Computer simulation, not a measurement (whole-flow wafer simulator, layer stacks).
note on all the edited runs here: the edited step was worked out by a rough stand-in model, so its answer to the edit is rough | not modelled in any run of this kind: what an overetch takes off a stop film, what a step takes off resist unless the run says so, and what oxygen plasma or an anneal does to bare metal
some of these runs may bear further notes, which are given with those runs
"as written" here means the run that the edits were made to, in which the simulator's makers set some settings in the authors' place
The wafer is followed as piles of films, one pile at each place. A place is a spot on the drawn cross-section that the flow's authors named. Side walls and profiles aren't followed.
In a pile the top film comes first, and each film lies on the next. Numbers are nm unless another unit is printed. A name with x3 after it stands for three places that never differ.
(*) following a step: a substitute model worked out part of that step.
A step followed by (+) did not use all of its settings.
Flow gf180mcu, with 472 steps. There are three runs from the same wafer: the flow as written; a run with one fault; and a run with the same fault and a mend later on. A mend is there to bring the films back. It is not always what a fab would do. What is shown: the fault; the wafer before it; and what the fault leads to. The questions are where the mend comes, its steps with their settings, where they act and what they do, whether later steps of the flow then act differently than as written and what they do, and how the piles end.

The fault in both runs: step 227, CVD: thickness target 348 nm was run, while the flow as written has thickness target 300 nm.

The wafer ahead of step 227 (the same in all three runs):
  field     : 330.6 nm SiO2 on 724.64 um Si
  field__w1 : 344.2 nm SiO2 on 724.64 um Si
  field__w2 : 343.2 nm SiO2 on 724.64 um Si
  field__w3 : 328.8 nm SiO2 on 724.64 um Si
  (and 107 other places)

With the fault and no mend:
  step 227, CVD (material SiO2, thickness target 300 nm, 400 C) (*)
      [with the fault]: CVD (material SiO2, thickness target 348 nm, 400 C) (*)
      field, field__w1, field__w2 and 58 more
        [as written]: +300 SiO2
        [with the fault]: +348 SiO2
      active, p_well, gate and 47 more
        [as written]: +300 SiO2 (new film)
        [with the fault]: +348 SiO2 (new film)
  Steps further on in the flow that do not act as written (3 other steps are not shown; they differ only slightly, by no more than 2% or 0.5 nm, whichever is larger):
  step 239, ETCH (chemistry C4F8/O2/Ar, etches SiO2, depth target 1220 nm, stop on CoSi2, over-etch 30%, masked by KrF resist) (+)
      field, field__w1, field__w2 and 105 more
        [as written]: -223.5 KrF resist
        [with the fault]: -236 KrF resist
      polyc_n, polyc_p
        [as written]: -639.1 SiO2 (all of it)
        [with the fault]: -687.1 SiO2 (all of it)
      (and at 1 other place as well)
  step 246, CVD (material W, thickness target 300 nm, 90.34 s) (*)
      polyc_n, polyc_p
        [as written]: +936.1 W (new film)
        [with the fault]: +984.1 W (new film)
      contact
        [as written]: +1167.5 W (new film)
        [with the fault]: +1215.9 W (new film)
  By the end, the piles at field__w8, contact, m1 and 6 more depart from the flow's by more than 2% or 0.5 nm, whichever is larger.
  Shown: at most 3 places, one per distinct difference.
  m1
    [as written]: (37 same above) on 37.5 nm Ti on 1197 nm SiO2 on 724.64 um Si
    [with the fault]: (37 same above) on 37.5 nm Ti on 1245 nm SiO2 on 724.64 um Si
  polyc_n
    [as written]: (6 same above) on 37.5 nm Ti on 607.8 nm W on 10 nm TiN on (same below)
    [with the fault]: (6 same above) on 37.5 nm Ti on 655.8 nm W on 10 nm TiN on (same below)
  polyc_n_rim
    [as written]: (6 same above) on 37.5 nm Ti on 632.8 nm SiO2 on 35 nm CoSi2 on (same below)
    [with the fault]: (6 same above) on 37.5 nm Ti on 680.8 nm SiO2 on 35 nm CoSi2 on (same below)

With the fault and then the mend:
  The mend stands after step 227.
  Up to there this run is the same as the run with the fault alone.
  step 227a, WET ETCH (chemistry dHF, depth target 48 nm, 25 C, dilution 100:1) (*) (the flow's step 17, run once more with other settings)
      field, field__w1, field__w2 and 108 more
        -48 SiO2
  None of the later steps of the flow acts differently than as written at any place that is followed.
  By the end, the piles equal the flow's at every place that both follow.
